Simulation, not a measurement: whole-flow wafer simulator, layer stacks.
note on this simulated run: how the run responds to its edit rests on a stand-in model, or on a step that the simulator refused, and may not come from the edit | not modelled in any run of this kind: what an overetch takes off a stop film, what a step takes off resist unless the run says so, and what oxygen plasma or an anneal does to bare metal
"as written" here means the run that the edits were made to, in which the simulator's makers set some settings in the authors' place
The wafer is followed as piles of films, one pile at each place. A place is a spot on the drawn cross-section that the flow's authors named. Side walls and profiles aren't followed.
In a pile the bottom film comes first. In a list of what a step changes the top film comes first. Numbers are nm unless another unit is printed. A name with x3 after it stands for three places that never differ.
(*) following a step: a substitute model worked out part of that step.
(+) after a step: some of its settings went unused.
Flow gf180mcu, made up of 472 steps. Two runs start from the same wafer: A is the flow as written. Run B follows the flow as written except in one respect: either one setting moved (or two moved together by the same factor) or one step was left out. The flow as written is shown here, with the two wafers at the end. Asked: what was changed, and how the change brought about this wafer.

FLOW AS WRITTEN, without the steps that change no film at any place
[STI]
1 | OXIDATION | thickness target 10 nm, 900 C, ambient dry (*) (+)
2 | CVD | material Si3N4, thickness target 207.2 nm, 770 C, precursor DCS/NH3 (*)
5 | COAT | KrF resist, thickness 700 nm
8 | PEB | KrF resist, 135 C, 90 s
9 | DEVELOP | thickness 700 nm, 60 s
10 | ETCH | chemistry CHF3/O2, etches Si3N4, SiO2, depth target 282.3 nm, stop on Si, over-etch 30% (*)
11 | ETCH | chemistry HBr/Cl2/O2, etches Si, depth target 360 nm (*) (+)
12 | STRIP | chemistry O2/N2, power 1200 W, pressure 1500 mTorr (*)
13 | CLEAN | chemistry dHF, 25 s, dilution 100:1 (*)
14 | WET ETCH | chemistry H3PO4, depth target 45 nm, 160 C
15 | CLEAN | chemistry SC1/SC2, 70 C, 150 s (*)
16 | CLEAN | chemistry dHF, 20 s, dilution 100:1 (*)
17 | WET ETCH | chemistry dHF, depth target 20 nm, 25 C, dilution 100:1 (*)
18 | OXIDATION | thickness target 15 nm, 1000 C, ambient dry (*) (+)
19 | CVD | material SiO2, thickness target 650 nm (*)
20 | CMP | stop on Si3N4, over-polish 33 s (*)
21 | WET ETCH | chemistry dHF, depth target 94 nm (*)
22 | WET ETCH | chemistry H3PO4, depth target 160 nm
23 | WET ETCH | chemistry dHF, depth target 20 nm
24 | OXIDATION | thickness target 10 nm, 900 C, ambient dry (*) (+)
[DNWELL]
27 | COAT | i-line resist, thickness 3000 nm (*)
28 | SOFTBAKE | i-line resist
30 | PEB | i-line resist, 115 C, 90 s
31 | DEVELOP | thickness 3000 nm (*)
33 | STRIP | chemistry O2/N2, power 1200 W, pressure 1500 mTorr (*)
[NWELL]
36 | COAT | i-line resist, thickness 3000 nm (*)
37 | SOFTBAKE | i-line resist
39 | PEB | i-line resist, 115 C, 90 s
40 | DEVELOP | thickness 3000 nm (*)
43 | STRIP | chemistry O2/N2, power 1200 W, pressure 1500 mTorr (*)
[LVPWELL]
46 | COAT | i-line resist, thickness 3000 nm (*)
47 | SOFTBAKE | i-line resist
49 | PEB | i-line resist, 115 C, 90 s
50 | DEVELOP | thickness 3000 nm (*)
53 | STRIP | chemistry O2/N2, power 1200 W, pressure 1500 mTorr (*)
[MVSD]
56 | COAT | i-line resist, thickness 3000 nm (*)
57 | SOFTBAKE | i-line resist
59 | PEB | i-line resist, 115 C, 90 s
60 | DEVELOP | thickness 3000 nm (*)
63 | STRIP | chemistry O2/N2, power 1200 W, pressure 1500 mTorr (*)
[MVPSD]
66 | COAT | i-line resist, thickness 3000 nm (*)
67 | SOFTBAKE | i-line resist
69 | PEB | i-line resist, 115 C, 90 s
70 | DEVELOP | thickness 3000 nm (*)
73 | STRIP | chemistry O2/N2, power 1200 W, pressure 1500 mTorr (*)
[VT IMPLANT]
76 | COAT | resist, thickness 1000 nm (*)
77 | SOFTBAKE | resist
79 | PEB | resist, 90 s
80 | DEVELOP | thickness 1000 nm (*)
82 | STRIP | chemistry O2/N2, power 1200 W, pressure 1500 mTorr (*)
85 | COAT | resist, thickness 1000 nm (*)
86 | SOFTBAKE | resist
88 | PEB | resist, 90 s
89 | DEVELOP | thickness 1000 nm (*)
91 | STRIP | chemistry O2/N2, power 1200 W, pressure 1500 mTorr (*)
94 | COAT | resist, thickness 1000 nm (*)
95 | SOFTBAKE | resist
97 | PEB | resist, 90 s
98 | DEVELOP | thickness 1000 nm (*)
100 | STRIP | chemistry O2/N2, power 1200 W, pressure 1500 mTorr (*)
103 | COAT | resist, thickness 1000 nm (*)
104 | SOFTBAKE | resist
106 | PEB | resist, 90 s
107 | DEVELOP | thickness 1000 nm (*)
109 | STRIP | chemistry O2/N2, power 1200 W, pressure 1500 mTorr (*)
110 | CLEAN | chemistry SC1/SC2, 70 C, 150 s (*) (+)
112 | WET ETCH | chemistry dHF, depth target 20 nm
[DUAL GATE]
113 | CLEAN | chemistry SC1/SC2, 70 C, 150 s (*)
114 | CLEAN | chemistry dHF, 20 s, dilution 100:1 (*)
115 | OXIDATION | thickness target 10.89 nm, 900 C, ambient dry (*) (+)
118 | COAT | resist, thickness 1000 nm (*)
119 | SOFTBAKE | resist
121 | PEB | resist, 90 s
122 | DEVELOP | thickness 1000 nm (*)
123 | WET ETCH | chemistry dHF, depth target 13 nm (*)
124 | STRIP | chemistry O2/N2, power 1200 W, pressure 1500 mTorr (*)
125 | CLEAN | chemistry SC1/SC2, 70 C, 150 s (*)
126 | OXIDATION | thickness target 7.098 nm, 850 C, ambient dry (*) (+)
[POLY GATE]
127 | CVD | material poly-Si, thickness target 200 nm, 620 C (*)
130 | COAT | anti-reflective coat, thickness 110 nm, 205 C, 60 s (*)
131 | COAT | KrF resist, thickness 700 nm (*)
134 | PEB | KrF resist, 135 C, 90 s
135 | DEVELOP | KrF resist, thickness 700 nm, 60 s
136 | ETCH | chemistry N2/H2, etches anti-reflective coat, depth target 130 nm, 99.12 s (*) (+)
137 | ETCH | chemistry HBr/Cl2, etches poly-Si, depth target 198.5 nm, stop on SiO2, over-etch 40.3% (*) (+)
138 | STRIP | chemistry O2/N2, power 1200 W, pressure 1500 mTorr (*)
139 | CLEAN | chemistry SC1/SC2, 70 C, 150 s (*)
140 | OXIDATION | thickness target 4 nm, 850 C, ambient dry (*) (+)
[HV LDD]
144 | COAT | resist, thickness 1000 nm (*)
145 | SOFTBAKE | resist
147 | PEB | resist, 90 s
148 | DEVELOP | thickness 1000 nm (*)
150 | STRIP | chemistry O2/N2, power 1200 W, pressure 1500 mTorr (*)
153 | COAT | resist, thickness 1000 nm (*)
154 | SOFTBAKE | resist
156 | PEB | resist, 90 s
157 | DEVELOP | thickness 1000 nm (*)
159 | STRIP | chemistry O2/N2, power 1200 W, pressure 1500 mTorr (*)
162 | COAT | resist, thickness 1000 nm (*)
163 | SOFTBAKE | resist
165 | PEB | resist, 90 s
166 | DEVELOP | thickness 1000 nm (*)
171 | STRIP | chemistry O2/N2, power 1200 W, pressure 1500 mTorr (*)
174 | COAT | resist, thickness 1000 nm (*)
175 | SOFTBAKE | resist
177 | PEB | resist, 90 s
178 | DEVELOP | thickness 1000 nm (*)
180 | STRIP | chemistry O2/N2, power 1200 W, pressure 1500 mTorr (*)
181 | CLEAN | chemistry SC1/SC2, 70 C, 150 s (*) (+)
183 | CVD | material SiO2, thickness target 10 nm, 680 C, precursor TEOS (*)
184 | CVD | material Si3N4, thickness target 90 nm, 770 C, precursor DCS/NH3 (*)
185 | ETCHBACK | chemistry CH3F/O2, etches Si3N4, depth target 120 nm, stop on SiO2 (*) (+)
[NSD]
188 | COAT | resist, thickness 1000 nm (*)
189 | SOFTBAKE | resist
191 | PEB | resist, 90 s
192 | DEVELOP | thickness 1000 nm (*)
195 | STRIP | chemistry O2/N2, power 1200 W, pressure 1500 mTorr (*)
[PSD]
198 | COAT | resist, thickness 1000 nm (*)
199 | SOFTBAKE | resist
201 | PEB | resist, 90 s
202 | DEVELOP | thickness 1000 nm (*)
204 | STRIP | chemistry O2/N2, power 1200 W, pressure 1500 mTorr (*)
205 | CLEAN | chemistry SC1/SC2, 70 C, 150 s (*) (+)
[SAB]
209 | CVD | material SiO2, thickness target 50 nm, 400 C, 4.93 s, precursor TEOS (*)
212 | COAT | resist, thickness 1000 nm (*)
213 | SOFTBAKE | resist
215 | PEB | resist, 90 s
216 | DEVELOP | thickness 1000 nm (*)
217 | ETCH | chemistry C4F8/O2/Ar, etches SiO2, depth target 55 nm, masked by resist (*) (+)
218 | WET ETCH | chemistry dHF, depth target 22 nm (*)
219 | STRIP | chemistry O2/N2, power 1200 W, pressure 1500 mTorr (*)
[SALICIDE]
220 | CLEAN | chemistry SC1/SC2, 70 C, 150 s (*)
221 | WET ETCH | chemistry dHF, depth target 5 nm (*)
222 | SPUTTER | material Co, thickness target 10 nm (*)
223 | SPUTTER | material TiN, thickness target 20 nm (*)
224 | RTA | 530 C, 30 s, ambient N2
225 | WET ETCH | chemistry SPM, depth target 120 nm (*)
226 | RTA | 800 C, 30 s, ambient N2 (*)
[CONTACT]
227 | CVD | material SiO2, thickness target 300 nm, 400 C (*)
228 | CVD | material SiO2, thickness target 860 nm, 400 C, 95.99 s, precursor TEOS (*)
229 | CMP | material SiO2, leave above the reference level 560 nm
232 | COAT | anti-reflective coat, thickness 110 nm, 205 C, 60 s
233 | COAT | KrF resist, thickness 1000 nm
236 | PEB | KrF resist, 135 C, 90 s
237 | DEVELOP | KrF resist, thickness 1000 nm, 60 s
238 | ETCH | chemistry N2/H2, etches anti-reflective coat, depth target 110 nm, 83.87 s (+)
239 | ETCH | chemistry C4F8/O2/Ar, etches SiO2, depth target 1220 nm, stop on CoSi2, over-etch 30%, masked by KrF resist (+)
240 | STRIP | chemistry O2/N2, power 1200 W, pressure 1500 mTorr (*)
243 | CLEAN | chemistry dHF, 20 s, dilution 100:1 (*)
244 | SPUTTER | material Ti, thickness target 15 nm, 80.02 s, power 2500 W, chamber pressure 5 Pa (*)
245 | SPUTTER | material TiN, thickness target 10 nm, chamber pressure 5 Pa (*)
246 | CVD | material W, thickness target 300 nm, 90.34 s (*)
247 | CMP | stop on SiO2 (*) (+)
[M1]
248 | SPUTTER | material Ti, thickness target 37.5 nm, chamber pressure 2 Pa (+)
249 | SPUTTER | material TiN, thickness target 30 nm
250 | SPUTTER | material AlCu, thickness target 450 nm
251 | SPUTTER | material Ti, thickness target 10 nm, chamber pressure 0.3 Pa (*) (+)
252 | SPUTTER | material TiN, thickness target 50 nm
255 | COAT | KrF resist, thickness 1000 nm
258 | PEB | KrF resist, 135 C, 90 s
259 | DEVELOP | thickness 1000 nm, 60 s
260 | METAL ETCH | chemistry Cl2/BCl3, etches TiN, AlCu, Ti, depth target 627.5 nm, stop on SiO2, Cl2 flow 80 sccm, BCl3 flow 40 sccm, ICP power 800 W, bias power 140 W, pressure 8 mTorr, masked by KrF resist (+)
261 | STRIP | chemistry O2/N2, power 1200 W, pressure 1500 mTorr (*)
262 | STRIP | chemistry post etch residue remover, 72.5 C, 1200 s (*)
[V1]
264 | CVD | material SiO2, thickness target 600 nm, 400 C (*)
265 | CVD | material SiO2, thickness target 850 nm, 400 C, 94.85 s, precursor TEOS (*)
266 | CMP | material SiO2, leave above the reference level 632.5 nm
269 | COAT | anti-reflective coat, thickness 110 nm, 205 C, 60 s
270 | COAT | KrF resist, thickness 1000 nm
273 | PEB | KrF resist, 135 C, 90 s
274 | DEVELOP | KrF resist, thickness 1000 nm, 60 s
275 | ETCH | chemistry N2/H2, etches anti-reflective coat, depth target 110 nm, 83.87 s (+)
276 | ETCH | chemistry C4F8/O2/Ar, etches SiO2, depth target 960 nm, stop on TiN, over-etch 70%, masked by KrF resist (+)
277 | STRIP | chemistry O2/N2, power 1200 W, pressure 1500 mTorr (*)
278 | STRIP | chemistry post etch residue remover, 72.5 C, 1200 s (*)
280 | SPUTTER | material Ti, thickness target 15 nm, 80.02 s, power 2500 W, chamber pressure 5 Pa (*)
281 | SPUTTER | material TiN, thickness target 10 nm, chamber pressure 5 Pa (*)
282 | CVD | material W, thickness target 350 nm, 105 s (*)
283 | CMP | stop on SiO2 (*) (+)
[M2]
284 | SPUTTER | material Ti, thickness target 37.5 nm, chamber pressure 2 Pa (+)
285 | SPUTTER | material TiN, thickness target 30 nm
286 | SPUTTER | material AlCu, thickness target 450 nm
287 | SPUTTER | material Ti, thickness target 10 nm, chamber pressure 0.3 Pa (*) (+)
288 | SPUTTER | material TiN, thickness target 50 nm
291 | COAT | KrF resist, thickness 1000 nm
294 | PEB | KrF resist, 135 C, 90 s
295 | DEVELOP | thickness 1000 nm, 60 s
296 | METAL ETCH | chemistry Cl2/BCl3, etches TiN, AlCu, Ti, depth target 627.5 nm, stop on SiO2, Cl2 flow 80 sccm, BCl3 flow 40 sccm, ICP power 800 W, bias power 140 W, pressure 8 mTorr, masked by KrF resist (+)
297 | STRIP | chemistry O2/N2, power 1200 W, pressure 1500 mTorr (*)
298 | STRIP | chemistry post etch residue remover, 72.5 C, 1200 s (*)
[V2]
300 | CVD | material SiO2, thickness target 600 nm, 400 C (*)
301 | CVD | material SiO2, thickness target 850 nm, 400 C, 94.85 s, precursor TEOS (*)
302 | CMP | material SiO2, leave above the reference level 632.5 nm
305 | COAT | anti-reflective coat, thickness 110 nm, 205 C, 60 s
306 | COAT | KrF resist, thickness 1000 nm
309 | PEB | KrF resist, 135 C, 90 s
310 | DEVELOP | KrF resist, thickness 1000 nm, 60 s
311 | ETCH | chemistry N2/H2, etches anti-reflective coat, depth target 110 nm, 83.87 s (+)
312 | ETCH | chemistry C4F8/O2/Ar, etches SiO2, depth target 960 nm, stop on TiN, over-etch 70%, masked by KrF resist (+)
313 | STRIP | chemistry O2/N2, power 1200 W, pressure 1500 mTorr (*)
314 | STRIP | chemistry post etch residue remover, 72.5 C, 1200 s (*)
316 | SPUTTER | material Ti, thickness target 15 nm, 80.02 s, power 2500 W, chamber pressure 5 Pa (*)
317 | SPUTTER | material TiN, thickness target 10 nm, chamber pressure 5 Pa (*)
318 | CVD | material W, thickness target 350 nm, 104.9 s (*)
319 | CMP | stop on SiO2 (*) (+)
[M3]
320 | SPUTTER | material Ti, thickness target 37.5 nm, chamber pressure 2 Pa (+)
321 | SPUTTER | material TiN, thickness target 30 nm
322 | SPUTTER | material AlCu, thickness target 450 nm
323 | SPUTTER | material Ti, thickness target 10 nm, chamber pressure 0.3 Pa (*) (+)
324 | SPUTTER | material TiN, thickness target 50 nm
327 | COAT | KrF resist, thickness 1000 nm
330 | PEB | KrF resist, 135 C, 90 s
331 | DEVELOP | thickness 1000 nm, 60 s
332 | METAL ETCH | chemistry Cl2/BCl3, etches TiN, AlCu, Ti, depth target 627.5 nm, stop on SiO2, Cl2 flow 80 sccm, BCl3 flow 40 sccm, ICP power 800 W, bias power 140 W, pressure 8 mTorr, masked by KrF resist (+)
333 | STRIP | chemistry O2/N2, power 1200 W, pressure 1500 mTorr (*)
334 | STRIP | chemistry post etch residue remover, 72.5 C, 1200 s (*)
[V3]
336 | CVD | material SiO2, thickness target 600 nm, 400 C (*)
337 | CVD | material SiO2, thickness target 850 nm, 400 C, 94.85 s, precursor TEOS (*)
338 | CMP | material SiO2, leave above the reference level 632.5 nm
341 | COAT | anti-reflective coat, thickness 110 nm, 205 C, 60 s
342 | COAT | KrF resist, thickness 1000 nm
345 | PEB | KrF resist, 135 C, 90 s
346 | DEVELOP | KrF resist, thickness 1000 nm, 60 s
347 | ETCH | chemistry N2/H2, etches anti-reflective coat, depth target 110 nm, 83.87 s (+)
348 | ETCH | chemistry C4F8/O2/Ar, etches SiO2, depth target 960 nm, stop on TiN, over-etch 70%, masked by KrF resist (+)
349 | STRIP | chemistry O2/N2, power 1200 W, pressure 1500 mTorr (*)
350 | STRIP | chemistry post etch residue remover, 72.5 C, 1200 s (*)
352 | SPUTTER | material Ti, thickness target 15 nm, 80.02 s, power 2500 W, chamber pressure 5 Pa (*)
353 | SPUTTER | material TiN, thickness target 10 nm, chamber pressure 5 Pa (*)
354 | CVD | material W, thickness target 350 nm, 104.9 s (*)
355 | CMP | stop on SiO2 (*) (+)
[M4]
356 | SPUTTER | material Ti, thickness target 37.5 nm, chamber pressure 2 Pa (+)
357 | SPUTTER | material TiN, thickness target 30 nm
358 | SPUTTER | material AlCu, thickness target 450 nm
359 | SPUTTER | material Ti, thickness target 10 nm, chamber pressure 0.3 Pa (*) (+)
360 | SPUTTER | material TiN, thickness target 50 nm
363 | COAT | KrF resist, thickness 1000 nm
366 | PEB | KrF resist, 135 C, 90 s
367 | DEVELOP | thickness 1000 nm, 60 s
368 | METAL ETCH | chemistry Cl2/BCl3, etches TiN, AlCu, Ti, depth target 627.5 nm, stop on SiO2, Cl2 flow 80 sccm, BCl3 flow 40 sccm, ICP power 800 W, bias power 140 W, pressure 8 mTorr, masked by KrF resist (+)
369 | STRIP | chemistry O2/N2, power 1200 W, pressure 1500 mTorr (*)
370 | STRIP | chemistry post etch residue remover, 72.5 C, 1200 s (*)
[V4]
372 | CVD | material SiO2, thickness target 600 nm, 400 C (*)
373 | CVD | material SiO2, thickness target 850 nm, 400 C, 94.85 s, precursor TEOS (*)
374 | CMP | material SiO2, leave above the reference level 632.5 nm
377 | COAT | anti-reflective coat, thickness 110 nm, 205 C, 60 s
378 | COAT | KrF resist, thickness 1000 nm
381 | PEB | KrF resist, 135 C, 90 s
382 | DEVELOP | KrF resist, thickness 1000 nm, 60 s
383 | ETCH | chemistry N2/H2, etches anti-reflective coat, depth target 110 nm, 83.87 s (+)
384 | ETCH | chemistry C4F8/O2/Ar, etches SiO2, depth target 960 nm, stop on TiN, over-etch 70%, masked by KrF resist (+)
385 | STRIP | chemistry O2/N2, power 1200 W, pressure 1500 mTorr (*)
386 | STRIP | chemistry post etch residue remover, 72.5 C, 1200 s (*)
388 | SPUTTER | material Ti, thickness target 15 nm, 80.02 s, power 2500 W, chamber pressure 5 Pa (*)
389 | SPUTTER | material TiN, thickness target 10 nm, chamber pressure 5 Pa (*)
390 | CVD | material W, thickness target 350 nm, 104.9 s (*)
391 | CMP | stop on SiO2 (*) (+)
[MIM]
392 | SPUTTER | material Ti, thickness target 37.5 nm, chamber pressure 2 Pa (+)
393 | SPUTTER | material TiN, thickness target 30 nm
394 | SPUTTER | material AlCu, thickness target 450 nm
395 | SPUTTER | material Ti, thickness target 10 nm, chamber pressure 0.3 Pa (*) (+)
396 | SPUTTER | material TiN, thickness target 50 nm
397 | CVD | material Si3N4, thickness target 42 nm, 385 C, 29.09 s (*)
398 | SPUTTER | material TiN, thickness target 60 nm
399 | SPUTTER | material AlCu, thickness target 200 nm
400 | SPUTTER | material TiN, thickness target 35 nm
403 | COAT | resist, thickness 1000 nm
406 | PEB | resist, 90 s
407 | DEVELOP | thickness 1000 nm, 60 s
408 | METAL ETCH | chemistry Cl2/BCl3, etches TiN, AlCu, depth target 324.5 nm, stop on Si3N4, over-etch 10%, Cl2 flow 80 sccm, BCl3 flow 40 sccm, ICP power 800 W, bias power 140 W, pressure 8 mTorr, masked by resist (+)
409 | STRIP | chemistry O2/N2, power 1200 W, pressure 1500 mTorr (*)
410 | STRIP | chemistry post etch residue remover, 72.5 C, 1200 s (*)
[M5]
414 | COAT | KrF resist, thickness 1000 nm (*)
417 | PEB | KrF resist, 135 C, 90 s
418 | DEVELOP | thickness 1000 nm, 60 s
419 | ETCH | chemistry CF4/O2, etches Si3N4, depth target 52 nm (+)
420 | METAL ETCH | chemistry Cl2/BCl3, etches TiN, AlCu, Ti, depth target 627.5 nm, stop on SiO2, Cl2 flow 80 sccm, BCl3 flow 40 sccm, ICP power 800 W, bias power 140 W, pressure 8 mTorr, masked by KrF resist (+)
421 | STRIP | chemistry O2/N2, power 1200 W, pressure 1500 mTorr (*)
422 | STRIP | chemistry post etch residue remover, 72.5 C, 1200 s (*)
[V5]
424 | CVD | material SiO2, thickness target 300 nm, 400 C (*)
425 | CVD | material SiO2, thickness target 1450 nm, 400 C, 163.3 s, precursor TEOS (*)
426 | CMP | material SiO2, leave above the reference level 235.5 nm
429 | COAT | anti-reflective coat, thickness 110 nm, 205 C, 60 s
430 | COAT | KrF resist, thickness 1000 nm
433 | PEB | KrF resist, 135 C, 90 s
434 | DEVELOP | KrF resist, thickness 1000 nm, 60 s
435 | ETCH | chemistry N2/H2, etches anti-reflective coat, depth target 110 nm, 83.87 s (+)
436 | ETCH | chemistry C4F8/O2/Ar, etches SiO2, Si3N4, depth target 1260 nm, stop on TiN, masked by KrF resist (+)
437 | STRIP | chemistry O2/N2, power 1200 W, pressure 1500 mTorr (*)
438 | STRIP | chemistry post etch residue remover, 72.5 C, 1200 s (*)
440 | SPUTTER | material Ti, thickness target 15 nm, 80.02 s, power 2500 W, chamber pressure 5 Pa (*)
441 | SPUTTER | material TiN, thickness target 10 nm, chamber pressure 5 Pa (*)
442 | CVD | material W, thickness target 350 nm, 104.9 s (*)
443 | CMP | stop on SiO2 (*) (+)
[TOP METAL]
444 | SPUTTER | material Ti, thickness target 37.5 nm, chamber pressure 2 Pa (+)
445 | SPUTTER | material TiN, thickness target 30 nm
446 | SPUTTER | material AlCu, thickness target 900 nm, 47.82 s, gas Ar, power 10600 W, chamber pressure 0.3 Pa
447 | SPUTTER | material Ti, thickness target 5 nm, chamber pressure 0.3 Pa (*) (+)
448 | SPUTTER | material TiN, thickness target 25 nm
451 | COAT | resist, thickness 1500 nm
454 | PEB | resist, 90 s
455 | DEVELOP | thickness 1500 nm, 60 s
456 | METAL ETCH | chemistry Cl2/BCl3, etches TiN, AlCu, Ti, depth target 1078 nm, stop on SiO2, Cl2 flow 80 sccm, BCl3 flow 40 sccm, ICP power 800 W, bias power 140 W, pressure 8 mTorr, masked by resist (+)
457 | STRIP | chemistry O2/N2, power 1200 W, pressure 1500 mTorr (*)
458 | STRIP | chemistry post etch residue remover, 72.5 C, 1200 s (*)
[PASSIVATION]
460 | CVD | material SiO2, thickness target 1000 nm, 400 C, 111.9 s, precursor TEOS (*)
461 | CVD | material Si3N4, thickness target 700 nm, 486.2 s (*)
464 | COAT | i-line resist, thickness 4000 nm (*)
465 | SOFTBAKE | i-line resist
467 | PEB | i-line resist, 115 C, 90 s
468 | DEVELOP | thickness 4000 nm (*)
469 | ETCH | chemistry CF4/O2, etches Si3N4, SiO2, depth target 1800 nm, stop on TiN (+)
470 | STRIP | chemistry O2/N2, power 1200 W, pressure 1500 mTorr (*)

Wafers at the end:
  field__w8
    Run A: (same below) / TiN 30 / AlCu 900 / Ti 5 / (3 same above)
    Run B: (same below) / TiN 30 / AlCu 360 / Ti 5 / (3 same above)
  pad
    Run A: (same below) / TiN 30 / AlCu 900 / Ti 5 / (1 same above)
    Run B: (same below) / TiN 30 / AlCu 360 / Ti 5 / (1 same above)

Cause: step 446, SPUTTER: thickness target 360 nm was run, though the flow has thickness target 900 nm.
The wafer itself shows it: field__w8 has AlCu 360, and step 446 as written asks for 900 nm.

How this came from the change, step by step:
  446 | SPUTTER | material AlCu, thickness target 900 nm, 47.82 s, gas Ar, power 10600 W, chamber pressure 0.3 Pa
      field, field__w1, field__w2 and 109 more: A AlCu gains 900 (new film) | B AlCu gains 360 (new film)
  456 | METAL ETCH | chemistry Cl2/BCl3, etches TiN, AlCu, Ti, depth target 1078 nm, stop on SiO2, Cl2 flow 80 sccm, BCl3 flow 40 sccm, ICP power 800 W, bias power 140 W, pressure 8 mTorr, masked by resist (+)
      field, field__w1, field__w2 and 103 more: A TiN loses 25 (all of it), Ti loses 5 (all of it), AlCu loses 900 (all of it), TiN loses 30 (all of it), Ti loses 37.5 (all of it) | B TiN loses 25 (all of it), Ti loses 5 (all of it), AlCu loses 360 (all of it), TiN loses 30 (all of it), Ti loses 37.5 (all of it)
      field__w8, contact, m1, m1__w1, pad, m1_nw: A resist loses 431 | B resist loses 274.5
  457 | STRIP | chemistry O2/N2, power 1200 W, pressure 1500 mTorr (*)
      field__w8, contact, m1, m1__w1, pad, m1_nw: A resist loses 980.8 (all of it) | B resist loses 1137.3 (all of it)
  464 | COAT | i-line resist, thickness 4000 nm (*)
      field: A i-line resist gains 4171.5 (new film) | B i-line resist gains 4063.8 (new film)
      field__w8: A i-line resist gains 3093.1 (new film) | B i-line resist gains 3577.7 (new film)
      (as well as at 11 more places)
  465 | SOFTBAKE | i-line resist
      active: A i-line resist gains 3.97 | B i-line resist loses 0.42
      field__w5, field__w9: A i-line resist gains 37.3 | B i-line resist gains 13.4
      (as well as at 66 more places)
  467 | PEB | i-line resist, 115 C, 90 s
      field__w8, m1__w1: A i-line resist loses 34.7 | B i-line resist loses 43.5
      contact, m1: A i-line resist loses 35.1 | B i-line resist loses 43.6
      (as well as at 2 more places)
  468 | DEVELOP | thickness 4000 nm (*)
      pad: A i-line resist loses 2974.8 (all of it) | B i-line resist loses 3502.1 (all of it)
  470 | STRIP | chemistry O2/N2, power 1200 W, pressure 1500 mTorr (*)
      field__w8: A i-line resist loses 1787.7 (all of it) | B i-line resist loses 2308.1 (all of it)
      contact: A i-line resist loses 1811.2 (all of it) | B i-line resist loses 2315.7 (all of it)
      (as well as at 3 more places)
